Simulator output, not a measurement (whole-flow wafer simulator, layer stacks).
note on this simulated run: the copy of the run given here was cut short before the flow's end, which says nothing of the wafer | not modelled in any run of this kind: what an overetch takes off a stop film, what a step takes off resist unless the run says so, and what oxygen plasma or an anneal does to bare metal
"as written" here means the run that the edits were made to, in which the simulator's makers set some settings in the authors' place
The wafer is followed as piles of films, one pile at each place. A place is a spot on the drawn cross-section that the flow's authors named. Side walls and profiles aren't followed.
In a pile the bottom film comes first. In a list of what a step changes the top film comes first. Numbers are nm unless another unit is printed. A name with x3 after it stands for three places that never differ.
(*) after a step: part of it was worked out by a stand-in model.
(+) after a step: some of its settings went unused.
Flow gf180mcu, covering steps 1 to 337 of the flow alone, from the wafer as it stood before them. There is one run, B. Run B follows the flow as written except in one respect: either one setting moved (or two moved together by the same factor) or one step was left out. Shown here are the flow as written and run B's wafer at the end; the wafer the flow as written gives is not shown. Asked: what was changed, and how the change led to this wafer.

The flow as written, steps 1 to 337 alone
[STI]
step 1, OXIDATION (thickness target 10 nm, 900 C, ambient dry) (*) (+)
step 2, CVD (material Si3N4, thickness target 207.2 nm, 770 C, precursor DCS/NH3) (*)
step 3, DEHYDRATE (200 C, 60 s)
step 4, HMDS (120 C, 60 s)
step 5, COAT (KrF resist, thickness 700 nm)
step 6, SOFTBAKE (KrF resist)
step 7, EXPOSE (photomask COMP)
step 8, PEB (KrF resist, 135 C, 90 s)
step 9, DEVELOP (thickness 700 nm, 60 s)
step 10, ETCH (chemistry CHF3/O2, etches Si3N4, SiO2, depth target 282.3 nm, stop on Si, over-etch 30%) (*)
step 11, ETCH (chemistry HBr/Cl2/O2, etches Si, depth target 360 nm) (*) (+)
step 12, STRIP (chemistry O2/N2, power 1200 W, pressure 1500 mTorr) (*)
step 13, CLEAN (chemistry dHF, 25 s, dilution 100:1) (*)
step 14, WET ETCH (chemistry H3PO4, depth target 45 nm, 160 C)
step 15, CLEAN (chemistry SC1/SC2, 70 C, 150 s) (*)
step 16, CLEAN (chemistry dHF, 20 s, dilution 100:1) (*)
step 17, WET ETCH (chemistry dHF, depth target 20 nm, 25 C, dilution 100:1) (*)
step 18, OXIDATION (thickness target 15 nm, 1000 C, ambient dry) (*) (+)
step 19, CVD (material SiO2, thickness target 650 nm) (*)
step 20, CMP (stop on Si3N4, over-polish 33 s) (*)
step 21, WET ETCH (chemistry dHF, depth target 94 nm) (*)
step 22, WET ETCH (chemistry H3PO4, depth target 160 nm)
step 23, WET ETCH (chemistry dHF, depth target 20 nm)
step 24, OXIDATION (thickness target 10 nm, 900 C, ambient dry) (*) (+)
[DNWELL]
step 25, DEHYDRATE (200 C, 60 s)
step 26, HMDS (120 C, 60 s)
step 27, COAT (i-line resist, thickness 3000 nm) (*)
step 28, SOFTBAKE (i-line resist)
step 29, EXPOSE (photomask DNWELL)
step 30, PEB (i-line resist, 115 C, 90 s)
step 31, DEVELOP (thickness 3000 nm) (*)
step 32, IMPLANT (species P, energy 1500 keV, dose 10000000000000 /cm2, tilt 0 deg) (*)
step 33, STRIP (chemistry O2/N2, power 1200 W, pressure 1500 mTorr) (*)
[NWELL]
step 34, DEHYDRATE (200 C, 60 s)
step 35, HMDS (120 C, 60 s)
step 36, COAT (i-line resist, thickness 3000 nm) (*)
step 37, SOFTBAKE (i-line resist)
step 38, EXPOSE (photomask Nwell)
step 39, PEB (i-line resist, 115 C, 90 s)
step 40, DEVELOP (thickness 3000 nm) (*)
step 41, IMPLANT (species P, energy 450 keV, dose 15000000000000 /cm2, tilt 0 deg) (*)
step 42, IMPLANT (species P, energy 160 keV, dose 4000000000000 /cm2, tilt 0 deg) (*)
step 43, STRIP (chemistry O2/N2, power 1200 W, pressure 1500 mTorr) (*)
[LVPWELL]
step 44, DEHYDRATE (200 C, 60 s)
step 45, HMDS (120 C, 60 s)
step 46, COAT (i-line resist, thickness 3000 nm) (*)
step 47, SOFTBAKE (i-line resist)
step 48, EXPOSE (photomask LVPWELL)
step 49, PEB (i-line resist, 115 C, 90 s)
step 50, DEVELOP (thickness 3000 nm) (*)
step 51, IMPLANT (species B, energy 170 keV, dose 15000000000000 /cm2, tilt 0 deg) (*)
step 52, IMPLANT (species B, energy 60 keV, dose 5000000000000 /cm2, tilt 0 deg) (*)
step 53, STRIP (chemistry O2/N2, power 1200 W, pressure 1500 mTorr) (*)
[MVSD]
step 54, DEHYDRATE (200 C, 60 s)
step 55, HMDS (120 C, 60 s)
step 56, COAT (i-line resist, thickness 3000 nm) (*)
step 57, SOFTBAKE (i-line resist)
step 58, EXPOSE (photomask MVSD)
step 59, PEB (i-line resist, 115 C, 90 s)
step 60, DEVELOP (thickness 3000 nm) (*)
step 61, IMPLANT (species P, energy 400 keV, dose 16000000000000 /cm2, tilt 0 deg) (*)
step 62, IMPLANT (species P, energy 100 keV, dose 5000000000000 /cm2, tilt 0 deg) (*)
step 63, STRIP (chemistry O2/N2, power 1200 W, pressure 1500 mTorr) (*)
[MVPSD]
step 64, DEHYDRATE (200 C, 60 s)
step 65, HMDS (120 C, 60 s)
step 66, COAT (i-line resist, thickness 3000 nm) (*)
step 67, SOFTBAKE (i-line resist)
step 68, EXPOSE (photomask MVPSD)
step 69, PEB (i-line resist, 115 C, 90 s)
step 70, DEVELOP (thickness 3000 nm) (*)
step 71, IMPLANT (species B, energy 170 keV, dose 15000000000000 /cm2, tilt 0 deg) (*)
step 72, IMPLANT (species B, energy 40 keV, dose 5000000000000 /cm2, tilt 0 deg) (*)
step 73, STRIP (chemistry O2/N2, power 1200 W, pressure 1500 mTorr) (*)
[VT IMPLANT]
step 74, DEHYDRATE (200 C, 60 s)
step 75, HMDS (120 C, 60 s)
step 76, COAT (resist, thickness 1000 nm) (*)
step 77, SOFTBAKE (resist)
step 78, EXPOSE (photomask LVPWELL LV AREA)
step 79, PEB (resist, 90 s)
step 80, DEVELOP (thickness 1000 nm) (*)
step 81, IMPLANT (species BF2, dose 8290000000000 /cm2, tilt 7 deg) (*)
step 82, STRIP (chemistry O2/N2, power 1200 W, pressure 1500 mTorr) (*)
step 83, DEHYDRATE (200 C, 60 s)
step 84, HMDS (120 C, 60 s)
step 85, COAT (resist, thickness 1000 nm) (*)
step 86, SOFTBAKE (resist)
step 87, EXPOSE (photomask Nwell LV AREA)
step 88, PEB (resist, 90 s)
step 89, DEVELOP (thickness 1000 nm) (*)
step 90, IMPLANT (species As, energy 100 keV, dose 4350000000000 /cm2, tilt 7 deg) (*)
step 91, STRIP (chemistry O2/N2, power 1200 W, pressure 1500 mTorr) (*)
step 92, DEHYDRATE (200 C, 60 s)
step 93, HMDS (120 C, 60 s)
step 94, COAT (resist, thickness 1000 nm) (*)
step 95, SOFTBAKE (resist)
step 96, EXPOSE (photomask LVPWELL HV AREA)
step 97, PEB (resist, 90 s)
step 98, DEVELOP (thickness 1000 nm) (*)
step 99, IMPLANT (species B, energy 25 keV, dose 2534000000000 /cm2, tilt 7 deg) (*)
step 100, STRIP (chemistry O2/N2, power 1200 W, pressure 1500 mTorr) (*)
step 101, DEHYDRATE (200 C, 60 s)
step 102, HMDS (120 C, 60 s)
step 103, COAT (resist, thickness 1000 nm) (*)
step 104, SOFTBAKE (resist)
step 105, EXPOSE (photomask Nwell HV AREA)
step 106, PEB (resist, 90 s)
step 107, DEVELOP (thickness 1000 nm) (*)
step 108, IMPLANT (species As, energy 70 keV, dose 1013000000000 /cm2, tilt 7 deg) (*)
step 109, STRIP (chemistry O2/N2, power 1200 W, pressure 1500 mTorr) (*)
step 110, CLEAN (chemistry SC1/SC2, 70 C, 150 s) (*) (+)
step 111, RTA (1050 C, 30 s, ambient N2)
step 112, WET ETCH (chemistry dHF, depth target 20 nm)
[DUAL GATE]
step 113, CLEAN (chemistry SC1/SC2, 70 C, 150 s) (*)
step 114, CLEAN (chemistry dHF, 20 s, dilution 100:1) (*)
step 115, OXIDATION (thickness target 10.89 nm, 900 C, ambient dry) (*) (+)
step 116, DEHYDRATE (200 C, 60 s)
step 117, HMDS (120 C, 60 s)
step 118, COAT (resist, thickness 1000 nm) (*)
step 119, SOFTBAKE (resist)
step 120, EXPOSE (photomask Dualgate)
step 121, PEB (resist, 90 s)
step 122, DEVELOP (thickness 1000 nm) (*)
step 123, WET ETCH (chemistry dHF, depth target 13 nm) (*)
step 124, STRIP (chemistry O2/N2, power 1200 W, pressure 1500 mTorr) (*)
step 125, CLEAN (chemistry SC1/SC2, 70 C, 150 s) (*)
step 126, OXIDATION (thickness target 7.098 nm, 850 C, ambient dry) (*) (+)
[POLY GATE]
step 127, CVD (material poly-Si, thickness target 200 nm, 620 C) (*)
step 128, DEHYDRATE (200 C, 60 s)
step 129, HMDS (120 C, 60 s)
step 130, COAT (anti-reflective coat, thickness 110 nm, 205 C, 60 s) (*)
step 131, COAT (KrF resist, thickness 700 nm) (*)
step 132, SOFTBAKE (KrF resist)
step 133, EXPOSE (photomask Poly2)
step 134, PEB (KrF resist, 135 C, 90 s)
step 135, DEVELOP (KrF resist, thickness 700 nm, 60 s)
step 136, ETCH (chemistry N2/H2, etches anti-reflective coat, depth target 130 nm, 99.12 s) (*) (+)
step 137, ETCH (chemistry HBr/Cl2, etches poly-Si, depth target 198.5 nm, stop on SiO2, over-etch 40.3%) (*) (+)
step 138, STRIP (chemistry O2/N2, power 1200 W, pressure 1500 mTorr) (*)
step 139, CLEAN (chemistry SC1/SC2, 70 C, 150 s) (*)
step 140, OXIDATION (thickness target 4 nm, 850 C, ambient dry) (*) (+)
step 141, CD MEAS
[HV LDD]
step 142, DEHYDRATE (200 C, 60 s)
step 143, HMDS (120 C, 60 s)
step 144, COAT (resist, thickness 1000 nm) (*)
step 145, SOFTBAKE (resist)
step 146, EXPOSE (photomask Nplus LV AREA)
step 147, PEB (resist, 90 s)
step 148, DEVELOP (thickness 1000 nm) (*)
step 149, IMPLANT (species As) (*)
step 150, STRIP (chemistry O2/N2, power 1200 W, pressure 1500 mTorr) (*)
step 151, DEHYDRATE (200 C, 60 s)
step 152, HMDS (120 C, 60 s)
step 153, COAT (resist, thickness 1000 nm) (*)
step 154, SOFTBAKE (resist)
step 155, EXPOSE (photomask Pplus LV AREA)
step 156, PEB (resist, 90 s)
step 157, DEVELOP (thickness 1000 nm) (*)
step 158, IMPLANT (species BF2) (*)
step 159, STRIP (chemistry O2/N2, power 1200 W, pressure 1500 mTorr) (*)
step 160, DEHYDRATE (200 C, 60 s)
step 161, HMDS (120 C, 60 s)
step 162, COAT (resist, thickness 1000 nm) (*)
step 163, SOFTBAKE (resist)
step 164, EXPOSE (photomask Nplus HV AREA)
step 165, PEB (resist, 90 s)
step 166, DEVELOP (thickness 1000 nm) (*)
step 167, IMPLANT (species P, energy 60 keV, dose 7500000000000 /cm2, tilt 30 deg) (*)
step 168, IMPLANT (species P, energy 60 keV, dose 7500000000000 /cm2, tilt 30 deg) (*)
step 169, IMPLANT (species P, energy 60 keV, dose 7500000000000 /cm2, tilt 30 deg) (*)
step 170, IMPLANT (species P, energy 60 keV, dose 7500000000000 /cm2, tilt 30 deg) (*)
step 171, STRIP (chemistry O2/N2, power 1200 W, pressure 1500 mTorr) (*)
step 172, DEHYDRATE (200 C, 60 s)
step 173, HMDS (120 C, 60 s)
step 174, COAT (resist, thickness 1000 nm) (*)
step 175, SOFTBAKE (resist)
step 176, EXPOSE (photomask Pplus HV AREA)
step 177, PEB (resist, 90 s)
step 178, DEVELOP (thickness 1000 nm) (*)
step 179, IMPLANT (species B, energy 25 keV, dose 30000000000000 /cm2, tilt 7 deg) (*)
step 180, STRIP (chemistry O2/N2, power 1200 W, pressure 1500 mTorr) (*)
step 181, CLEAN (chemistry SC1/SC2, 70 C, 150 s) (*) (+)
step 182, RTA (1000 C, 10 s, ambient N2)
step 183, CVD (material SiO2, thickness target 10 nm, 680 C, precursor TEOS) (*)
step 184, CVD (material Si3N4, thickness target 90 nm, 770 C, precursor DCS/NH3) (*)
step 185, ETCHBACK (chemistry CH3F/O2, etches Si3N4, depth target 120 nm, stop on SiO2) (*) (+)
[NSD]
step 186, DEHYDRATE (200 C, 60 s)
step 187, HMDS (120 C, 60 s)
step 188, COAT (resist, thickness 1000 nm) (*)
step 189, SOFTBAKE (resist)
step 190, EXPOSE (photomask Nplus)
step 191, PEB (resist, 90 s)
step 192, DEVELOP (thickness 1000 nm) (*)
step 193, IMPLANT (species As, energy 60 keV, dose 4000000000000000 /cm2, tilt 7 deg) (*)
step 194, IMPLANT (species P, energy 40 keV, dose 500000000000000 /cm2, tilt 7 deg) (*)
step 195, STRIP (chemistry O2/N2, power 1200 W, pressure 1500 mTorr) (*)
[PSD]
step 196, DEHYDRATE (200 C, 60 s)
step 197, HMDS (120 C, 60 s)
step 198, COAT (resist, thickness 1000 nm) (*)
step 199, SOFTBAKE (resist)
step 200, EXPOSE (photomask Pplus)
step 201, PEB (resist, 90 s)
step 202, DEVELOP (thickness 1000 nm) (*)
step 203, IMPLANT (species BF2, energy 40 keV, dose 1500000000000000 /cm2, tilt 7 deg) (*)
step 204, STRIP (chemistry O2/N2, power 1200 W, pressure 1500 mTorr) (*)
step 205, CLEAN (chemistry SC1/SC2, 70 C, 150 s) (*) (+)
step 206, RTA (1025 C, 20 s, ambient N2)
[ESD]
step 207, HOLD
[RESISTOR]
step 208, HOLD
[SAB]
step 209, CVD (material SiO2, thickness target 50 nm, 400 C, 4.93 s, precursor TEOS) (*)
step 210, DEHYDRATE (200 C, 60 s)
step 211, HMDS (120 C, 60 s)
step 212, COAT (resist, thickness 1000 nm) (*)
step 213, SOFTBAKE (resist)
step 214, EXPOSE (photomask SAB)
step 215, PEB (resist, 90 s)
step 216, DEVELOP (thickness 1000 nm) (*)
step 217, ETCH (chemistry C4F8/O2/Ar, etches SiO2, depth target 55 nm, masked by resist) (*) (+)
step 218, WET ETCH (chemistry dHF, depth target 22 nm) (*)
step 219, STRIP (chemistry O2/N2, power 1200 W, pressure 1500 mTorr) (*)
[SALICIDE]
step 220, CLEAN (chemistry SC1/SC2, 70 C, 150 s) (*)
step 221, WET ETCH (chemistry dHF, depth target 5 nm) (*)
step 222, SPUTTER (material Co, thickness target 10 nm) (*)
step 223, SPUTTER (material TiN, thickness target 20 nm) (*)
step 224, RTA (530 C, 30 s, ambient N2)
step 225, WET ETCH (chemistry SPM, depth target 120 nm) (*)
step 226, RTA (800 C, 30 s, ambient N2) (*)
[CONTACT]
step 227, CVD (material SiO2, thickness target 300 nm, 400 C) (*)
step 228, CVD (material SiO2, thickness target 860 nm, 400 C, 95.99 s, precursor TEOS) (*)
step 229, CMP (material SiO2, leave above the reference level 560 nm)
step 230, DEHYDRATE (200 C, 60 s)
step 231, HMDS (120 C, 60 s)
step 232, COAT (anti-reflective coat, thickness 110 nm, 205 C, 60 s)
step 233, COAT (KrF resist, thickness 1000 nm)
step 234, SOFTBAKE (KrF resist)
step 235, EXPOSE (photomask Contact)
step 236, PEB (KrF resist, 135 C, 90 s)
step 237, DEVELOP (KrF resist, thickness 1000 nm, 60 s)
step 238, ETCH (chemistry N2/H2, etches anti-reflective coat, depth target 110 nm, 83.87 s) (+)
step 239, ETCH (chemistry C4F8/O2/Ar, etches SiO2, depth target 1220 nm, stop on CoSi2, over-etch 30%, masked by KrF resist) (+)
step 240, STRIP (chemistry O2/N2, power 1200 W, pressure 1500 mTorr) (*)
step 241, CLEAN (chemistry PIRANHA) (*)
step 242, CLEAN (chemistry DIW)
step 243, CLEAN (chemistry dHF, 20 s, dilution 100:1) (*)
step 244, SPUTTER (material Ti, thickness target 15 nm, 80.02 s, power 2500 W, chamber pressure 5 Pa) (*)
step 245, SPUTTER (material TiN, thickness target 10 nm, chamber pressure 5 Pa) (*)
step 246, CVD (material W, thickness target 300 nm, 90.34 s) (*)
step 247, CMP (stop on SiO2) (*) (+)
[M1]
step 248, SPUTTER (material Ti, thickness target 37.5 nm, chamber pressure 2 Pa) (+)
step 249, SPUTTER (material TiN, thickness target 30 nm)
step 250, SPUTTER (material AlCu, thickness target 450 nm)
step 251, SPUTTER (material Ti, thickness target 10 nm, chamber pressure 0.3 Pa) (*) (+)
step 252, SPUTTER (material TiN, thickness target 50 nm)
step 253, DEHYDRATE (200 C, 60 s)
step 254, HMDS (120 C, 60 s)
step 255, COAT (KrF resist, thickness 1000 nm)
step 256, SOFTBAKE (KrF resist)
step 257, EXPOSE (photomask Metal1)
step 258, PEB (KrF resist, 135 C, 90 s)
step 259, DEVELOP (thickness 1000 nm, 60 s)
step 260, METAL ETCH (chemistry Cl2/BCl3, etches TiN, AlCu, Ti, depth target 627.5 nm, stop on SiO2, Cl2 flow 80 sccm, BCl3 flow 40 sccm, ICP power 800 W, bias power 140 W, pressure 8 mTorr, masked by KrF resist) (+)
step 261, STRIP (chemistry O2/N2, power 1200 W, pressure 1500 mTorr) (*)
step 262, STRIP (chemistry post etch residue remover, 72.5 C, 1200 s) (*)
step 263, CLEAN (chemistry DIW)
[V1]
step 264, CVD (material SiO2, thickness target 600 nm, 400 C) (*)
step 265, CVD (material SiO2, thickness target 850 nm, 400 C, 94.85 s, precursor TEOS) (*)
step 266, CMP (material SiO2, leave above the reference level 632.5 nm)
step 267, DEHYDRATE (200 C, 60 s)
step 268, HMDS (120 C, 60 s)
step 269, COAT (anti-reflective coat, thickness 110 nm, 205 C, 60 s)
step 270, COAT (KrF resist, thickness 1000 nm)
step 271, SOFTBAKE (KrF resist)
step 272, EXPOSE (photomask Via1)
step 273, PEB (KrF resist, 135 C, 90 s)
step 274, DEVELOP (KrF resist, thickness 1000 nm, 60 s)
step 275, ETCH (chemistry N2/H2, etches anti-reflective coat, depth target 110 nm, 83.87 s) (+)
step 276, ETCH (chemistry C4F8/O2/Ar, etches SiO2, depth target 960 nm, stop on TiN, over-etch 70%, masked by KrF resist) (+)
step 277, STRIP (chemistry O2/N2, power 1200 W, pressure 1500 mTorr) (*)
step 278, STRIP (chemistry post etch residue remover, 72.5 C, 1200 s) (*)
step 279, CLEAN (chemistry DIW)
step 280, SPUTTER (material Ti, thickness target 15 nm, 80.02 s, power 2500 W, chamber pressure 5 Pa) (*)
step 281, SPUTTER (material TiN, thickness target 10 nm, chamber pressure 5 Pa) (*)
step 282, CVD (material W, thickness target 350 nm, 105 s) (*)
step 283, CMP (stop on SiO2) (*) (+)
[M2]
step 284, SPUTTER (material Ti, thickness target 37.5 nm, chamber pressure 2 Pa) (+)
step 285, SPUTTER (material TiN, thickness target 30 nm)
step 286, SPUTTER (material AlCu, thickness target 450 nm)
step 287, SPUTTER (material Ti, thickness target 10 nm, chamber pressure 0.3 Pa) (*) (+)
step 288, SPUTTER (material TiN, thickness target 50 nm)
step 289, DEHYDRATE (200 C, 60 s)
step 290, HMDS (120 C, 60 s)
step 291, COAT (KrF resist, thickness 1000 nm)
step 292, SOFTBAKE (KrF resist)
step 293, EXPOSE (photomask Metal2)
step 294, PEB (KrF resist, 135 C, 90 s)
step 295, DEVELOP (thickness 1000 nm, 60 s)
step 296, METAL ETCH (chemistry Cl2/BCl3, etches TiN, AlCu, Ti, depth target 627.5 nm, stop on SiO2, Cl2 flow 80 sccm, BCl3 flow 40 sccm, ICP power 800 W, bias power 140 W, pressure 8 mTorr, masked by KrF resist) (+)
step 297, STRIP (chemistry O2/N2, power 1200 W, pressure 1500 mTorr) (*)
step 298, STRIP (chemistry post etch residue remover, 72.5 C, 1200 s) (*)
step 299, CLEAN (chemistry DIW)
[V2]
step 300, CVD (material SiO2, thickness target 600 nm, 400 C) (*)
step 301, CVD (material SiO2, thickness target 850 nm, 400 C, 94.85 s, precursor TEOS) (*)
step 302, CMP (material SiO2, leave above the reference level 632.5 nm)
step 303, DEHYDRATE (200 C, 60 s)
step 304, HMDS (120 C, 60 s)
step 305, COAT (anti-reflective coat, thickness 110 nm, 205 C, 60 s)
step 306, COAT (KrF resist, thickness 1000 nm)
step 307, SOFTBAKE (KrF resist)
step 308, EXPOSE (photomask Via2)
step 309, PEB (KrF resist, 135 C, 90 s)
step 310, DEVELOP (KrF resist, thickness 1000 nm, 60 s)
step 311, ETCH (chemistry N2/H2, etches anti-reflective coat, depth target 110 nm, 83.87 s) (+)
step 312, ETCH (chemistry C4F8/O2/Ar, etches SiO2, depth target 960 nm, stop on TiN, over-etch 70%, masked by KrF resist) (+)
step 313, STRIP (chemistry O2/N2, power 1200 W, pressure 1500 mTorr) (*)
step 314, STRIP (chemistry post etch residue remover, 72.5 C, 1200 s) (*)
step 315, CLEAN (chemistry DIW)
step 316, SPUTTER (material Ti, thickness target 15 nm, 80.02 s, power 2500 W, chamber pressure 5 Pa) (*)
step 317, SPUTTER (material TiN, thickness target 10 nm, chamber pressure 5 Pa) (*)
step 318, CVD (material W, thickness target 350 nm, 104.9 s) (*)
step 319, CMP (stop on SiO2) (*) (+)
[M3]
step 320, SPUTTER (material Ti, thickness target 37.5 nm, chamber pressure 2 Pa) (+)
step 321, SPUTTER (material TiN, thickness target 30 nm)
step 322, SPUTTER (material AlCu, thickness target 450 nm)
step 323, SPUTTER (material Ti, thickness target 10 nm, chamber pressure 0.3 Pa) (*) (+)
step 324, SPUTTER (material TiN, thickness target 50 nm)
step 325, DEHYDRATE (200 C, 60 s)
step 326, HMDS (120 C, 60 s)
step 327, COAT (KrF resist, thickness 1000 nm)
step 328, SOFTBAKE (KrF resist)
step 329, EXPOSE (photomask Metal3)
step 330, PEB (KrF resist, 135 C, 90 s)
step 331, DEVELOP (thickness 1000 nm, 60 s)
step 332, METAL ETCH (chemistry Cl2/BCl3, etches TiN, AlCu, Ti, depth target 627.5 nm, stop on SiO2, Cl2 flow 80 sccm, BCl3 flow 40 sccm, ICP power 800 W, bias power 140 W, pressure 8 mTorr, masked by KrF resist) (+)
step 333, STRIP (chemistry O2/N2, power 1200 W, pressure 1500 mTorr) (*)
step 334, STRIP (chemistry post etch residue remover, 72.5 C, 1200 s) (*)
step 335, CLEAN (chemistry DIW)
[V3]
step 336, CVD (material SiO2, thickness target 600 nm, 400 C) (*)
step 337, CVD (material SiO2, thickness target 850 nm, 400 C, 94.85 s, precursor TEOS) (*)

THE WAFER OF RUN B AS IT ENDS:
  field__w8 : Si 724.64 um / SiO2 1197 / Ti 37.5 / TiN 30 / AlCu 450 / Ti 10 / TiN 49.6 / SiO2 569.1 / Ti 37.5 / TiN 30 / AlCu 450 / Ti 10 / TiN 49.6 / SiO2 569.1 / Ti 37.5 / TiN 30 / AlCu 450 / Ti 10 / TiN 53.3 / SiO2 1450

Cause: step 324, SPUTTER: thickness target 53.7 nm was run, while the flow as written has thickness target 50 nm.

How this came from the change, step by step:
  step 324, SPUTTER (material TiN, thickness target 50 nm)
      field, field__w1, field__w2 and 108 more: +53.7 TiN (new film) (in the flow as written it would be: +50 TiN (new film))
  step 332, METAL ETCH (chemistry Cl2/BCl3, etches TiN, AlCu, Ti, depth target 627.5 nm, stop on SiO2, Cl2 flow 80 sccm, BCl3 flow 40 sccm, ICP power 800 W, bias power 140 W, pressure 8 mTorr, masked by KrF resist) (+)
      field, field__w1, field__w2 and 103 more: -53.7 TiN (all of it), -10 Ti (all of it), -450 AlCu (all of it), -30 TiN (all of it), -37.5 Ti (all of it) (in the flow as written it would be: -50 TiN (all of it), -10 Ti (all of it), -450 AlCu (all of it), -30 TiN (all of it), -37.5 Ti (all of it))
